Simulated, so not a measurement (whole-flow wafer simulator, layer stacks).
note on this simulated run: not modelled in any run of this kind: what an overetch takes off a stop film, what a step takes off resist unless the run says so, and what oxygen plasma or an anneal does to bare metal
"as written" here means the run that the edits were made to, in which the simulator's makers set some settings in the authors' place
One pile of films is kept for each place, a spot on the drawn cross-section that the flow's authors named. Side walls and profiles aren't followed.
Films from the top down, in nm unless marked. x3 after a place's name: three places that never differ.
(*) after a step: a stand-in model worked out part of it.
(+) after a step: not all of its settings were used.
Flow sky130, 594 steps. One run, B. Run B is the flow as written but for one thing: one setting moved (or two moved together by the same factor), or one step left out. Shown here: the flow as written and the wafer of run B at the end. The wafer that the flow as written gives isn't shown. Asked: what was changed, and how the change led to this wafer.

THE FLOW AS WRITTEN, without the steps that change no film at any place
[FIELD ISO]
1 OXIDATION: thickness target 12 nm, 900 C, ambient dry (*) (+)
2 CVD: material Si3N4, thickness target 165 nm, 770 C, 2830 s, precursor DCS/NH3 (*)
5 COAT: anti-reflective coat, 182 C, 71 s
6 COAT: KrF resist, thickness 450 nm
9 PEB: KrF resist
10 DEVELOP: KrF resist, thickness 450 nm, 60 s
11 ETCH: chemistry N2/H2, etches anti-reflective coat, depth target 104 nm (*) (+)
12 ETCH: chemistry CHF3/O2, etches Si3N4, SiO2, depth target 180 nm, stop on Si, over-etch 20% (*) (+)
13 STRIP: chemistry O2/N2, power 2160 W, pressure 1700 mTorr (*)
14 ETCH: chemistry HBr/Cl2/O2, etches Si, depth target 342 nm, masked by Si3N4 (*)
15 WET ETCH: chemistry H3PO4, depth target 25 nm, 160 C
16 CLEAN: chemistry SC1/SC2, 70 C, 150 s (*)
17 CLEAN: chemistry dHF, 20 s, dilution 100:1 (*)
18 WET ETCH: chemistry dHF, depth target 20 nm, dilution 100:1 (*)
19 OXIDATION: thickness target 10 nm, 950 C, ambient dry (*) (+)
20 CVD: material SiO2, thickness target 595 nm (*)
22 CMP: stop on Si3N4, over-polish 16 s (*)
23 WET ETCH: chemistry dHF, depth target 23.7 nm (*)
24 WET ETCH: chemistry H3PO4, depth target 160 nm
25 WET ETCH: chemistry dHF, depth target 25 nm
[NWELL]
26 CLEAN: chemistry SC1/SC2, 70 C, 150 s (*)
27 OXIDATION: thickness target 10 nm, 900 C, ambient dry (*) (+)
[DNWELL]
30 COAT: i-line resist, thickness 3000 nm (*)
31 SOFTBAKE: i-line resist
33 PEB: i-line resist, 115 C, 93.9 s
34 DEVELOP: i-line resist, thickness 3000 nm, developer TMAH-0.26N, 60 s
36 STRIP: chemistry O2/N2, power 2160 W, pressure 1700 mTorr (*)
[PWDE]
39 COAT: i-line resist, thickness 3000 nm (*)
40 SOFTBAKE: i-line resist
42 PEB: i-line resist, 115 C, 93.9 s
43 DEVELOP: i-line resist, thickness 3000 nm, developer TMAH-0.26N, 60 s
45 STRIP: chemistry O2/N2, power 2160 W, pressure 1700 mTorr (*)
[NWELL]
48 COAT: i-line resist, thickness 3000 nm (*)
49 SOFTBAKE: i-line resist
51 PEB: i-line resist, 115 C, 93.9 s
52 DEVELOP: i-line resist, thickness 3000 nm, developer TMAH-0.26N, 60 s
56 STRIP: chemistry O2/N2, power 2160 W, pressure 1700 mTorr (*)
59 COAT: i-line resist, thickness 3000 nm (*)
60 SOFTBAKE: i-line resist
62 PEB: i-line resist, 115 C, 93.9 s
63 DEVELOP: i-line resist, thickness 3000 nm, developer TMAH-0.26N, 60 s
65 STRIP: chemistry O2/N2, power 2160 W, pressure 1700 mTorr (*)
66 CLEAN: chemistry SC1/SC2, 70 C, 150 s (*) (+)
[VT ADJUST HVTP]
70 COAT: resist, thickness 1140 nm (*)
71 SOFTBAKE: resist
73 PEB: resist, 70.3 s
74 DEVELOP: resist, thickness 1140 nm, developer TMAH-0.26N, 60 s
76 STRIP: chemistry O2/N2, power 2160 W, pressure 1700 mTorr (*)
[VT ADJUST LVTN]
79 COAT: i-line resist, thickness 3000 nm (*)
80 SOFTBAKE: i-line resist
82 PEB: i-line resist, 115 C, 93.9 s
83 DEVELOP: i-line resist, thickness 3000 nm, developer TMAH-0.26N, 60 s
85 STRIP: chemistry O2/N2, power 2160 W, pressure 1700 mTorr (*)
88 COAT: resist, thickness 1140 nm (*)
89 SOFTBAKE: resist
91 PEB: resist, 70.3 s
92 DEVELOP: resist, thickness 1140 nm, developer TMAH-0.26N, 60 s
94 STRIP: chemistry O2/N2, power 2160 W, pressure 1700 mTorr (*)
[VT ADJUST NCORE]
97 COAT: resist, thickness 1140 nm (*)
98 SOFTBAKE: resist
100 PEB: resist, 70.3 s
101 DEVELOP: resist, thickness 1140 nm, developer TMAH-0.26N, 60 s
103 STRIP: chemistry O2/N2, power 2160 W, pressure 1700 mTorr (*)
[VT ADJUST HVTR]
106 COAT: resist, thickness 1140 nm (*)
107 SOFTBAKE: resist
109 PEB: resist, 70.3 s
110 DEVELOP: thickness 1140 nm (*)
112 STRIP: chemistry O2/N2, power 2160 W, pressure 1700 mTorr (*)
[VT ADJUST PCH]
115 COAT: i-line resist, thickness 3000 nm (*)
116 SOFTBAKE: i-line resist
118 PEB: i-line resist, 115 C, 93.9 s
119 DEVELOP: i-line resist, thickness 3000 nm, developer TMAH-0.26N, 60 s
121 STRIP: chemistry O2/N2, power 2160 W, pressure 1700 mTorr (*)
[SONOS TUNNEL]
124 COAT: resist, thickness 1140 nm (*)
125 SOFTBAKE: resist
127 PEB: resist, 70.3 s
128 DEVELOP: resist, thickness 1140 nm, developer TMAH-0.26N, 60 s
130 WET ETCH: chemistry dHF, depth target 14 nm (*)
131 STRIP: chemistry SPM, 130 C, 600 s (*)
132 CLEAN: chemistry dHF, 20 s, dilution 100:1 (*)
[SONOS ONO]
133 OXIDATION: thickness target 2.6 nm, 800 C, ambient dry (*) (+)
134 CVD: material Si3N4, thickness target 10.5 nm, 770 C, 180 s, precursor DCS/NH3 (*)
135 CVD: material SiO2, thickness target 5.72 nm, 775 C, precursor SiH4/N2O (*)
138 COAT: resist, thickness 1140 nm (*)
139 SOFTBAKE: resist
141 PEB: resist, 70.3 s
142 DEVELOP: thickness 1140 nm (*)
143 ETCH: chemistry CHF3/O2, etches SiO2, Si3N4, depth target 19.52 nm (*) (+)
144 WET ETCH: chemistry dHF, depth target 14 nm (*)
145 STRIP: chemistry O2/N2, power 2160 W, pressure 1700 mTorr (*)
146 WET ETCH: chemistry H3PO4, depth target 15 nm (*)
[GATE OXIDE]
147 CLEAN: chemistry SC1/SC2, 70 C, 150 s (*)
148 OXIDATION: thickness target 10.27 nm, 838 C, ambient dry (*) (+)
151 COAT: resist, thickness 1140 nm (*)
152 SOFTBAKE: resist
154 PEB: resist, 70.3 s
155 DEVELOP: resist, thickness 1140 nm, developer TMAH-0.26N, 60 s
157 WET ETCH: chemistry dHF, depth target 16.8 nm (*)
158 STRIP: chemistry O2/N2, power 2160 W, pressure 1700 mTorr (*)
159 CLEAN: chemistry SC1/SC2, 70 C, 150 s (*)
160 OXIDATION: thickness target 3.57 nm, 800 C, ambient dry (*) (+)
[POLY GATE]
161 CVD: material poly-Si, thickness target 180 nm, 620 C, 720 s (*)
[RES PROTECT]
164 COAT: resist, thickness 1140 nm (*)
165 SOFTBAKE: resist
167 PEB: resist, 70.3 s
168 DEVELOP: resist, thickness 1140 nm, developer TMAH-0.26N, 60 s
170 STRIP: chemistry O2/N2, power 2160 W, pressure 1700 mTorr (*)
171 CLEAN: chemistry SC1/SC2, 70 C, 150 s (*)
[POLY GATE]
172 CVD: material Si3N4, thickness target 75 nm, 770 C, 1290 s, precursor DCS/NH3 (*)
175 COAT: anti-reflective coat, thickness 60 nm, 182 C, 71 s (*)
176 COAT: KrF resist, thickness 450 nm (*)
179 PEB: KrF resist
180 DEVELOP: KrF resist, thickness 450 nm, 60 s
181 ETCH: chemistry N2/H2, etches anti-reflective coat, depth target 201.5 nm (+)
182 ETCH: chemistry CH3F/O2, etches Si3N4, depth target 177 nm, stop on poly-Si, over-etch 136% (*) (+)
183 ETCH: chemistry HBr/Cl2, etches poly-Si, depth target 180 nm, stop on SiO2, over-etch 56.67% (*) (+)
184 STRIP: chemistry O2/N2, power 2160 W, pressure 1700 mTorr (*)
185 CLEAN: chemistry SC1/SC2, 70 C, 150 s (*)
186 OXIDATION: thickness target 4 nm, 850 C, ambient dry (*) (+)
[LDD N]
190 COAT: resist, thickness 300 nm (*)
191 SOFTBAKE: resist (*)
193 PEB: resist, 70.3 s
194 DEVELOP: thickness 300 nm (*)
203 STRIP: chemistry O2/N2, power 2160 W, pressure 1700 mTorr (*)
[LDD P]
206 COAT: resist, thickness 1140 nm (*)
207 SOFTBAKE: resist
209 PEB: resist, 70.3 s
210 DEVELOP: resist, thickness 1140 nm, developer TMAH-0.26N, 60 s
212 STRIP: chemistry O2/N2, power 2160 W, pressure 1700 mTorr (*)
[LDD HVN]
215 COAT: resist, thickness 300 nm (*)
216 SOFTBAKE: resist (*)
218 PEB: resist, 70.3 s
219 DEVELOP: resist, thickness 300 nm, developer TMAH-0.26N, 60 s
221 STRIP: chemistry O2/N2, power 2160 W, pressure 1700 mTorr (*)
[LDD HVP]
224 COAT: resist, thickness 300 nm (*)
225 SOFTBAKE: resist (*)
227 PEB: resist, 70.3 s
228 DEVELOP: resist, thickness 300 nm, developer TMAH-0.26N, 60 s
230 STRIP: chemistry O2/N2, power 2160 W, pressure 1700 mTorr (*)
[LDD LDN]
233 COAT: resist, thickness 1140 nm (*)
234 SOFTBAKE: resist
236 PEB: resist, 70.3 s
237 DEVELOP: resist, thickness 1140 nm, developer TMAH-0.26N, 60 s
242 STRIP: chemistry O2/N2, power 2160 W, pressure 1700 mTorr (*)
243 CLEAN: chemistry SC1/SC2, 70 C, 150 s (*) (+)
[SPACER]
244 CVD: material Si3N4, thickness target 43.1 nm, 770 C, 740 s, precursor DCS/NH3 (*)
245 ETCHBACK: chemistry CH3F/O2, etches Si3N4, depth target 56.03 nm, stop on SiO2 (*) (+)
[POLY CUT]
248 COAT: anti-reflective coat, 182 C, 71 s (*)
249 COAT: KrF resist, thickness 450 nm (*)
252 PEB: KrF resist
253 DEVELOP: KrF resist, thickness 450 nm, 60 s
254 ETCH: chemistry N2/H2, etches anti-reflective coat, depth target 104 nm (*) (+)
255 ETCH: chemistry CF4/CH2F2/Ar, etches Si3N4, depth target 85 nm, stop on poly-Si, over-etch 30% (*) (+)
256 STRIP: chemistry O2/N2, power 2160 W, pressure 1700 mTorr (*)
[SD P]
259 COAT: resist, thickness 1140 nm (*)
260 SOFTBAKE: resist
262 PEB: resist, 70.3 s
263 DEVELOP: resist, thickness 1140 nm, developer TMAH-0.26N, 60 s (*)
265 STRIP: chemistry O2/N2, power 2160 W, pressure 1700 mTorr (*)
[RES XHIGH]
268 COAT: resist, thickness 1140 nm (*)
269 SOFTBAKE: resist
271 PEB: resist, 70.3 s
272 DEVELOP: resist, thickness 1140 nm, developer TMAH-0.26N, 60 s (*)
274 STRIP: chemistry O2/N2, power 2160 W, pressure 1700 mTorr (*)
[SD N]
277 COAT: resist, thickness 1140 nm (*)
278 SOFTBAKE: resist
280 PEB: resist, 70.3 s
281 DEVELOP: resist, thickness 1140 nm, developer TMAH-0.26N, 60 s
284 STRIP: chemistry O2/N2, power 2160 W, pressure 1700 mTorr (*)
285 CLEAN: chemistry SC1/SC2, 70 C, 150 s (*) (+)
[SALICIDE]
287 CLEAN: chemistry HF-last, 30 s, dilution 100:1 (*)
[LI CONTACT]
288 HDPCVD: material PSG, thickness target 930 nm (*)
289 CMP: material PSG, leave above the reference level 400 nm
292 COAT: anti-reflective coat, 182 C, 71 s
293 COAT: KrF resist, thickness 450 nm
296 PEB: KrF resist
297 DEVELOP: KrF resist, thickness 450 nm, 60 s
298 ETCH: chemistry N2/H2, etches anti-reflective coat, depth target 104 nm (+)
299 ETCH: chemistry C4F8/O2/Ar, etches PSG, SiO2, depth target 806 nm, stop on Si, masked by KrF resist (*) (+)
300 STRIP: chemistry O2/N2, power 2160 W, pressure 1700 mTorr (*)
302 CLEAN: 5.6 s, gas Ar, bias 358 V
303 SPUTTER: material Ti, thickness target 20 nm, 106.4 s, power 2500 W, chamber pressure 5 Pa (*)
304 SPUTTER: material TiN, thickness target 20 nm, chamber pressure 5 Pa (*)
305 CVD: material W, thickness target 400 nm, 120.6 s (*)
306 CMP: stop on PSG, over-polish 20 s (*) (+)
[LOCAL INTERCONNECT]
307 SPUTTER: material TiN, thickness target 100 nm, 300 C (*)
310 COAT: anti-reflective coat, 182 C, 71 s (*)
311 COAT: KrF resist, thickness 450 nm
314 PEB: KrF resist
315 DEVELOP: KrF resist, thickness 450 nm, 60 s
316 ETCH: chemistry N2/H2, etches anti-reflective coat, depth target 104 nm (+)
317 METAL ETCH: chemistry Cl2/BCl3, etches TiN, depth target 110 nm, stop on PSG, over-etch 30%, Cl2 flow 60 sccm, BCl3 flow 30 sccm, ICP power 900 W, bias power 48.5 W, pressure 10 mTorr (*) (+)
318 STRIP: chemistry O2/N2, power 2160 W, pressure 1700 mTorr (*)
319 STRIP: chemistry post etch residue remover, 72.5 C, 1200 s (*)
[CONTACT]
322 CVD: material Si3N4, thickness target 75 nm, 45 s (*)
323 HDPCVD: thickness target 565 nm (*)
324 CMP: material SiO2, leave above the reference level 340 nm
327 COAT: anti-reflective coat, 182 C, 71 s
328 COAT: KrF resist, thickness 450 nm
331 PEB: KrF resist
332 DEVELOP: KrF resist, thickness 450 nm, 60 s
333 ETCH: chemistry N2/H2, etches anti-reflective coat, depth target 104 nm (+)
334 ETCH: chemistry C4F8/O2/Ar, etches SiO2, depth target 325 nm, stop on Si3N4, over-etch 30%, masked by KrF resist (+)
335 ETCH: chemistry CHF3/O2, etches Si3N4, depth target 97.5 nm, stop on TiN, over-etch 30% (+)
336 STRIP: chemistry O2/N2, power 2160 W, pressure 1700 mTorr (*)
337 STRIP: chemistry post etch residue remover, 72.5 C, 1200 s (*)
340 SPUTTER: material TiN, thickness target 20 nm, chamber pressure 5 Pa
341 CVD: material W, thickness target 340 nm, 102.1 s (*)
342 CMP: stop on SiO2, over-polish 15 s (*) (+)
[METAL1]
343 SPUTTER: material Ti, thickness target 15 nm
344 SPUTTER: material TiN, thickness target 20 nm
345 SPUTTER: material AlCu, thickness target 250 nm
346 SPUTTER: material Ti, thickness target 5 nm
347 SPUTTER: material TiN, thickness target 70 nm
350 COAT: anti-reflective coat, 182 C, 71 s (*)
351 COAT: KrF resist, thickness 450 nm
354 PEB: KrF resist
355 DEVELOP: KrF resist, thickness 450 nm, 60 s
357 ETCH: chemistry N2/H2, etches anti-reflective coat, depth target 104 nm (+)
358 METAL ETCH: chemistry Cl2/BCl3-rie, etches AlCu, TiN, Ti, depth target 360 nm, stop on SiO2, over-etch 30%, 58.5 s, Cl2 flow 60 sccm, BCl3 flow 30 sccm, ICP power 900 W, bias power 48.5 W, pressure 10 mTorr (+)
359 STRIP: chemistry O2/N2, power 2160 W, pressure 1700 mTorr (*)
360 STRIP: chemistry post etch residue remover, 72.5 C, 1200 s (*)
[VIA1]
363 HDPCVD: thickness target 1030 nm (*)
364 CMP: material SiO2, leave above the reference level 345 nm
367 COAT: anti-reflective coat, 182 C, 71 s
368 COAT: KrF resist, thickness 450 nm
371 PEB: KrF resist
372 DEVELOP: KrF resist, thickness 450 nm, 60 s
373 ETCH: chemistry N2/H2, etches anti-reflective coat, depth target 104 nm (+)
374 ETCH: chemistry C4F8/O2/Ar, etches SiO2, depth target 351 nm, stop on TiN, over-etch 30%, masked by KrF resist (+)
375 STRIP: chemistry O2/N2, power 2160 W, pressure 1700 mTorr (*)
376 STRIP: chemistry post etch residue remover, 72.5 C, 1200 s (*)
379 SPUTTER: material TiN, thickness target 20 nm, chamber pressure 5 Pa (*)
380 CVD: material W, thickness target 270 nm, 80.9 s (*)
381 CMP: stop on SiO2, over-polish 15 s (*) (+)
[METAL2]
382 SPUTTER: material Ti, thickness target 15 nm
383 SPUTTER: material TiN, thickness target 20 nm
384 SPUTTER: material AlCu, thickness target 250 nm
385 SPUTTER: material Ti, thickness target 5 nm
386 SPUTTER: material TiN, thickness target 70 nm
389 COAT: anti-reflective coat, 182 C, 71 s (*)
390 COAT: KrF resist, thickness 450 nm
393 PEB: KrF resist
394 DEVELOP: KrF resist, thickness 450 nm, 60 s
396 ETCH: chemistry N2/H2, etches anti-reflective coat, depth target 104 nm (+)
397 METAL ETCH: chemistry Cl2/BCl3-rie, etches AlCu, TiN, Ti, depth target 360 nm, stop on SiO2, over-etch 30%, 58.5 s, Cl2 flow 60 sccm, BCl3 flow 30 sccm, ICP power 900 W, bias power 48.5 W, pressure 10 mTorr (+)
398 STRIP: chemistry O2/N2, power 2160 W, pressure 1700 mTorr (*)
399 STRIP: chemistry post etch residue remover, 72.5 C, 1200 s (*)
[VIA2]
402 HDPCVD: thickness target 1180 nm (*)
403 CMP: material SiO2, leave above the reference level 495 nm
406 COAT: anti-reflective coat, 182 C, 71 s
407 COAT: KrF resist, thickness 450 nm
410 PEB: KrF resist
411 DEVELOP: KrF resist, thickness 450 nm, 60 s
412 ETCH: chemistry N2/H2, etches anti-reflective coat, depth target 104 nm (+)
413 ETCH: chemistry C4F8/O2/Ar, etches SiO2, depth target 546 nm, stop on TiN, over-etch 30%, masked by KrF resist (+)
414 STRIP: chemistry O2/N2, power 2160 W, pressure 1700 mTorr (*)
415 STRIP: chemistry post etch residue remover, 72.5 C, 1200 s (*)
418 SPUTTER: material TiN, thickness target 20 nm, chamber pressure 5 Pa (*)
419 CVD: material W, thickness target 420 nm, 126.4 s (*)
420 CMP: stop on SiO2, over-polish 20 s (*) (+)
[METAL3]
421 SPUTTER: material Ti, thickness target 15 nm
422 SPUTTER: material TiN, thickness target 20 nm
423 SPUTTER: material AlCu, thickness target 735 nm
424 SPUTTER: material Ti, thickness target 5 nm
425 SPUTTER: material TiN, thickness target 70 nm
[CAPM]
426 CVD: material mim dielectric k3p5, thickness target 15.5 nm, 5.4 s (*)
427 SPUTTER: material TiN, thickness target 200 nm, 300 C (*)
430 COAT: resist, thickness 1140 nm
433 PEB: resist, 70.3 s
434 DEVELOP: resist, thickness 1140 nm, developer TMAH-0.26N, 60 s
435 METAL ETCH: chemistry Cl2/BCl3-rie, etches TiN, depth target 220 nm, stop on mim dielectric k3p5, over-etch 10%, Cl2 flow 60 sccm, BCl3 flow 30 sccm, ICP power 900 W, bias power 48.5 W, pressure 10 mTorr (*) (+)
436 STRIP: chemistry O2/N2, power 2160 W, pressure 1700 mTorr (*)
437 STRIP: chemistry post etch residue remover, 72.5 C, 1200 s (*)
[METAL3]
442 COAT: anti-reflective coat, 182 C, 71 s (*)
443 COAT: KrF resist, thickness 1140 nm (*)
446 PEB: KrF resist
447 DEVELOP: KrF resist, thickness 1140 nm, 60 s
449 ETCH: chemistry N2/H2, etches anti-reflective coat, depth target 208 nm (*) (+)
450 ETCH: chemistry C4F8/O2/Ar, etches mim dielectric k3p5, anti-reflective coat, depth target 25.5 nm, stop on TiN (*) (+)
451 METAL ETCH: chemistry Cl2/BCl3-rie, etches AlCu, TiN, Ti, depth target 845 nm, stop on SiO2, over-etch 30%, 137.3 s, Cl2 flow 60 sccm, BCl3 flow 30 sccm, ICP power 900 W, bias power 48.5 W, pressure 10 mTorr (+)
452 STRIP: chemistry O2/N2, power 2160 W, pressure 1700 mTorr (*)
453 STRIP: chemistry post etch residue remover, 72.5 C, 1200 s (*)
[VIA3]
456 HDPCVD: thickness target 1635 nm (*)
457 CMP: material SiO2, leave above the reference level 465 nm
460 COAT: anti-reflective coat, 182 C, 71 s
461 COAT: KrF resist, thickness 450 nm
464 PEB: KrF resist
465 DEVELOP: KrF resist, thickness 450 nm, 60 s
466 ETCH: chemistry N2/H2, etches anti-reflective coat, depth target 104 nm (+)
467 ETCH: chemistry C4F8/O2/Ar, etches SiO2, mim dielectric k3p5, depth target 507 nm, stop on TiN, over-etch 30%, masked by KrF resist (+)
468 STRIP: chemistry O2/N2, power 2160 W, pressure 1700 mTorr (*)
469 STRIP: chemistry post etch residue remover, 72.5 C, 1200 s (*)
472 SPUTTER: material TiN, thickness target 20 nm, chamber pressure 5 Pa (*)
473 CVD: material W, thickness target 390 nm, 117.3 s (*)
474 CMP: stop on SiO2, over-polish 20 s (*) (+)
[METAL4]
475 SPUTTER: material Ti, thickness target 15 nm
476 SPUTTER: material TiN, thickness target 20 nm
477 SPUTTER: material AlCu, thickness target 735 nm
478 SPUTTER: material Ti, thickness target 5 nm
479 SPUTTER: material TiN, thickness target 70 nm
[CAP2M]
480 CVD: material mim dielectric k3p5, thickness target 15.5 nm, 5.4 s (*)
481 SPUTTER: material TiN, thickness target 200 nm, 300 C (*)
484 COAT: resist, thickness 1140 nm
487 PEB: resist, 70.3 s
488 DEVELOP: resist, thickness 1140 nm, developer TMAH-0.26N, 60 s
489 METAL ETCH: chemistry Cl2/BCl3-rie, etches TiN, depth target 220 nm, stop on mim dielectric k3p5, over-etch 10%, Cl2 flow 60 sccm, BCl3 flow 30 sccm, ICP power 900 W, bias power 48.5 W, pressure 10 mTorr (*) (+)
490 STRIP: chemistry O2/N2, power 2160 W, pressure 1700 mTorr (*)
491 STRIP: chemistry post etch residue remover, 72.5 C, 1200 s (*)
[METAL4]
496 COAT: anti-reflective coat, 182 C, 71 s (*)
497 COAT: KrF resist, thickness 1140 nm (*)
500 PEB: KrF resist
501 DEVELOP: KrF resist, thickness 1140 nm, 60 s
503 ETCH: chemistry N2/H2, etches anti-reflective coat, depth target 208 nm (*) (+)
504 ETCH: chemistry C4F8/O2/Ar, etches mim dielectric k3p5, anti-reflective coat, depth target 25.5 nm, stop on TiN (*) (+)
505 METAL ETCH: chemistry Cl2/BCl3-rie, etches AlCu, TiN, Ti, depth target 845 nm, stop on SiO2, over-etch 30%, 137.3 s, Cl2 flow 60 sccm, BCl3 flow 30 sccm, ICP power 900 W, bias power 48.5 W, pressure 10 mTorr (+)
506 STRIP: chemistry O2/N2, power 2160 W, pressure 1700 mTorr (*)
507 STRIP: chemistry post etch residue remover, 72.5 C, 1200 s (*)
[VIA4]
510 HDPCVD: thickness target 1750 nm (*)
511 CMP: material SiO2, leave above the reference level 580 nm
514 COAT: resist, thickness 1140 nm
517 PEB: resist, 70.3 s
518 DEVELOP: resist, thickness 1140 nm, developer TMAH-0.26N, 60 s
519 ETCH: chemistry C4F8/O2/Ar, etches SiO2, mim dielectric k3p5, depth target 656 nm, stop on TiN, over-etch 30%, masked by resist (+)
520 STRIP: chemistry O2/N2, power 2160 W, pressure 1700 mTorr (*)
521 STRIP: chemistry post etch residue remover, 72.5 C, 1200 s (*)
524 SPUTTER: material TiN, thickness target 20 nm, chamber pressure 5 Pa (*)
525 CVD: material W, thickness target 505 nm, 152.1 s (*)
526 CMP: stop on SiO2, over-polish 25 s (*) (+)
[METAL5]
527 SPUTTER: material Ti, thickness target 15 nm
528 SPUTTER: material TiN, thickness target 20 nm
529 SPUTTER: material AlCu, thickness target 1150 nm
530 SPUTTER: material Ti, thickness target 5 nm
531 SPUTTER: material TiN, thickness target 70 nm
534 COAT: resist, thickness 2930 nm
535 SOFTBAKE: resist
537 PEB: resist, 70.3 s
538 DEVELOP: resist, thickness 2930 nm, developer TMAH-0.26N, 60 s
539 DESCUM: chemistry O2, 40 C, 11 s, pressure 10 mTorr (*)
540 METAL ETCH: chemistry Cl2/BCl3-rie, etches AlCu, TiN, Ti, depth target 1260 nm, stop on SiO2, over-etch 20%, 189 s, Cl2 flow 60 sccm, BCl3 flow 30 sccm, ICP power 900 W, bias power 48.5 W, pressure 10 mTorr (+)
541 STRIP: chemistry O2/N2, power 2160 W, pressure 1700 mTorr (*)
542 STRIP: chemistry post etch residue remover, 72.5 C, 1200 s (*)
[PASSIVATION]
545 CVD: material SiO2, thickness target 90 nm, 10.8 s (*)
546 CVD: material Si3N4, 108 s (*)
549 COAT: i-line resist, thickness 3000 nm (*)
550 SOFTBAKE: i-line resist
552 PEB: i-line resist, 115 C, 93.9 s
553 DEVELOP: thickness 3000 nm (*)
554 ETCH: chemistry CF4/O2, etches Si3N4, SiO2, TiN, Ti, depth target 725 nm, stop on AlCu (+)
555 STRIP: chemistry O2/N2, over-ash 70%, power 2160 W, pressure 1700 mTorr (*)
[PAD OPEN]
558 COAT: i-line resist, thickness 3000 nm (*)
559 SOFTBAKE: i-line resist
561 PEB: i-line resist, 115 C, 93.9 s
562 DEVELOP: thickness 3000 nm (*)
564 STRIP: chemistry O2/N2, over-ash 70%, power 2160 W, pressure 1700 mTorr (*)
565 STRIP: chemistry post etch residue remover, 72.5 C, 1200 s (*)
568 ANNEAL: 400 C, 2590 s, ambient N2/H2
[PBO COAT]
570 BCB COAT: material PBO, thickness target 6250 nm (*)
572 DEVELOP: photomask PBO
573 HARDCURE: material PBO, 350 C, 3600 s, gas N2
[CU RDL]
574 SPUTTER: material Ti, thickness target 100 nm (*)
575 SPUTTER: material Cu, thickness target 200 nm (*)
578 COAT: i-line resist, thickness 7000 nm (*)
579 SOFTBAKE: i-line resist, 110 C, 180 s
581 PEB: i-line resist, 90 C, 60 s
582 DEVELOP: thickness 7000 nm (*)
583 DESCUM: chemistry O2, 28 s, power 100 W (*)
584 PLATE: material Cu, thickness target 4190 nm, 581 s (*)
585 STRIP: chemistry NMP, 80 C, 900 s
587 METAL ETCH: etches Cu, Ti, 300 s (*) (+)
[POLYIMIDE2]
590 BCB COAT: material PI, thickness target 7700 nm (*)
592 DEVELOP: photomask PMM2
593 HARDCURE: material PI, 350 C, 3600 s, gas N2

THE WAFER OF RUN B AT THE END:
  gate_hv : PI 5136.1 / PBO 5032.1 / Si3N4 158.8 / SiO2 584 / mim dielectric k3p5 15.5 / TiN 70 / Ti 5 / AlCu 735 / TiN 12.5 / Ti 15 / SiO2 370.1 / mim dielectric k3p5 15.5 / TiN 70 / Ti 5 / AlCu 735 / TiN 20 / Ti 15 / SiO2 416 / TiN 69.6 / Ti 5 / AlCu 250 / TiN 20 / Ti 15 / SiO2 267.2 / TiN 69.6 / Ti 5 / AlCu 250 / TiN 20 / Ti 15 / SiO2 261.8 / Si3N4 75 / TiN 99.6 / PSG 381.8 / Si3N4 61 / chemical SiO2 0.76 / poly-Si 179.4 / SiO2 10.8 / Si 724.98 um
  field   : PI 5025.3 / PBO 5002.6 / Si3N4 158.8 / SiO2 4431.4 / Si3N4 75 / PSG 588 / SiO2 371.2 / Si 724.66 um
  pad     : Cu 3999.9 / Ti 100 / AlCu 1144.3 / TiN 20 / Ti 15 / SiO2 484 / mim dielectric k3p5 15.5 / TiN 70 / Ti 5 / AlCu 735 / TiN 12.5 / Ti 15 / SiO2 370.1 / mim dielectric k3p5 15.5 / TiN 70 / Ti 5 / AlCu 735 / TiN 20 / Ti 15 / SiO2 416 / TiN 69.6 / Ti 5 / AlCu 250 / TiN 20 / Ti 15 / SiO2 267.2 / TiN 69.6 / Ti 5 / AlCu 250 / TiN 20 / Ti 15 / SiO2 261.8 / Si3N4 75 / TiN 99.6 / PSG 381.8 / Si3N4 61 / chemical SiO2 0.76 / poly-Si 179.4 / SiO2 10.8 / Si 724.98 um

The cause: step 476, SPUTTER: thickness target 12.5 nm was run, where the flow has thickness target 20 nm.
It can be read off the wafer: gate_hv has TiN 12.5, and step 476 as written asks for 20 nm.

How the change led to this, step by step:
  476 SPUTTER: material TiN, thickness target 20 nm
      field, active, n_well and 189 more: TiN +12.5 (new film) (as written it would be: TiN +20 (new film))
  505 METAL ETCH: chemistry Cl2/BCl3-rie, etches AlCu, TiN, Ti, depth target 845 nm, stop on SiO2, over-etch 30%, 137.3 s, Cl2 flow 60 sccm, BCl3 flow 30 sccm, ICP power 900 W, bias power 48.5 W, pressure 10 mTorr (+)
      field, gate, spacer and 68 more: TiN -70 (all of it), Ti -5 (all of it), AlCu -735 (all of it), TiN -12.5 (all of it), Ti -15 (all of it), SiO2 -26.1 (as written it would be: TiN -70 (all of it), Ti -5 (all of it), AlCu -735 (all of it), TiN -20 (all of it), Ti -15 (all of it), SiO2 -25.4)
      active, vpp_iso1, mim_edge_plate and 14 more: TiN -70 (all of it), Ti -5 (all of it), AlCu -735 (all of it), TiN -12.5 (all of it), Ti -15 (all of it), SiO2 -26.1 (as written it would be: TiN -70 (all of it), Ti -5 (all of it), AlCu -735 (all of it), TiN -20 (all of it), Ti -15 (all of it), SiO2 -25.3)
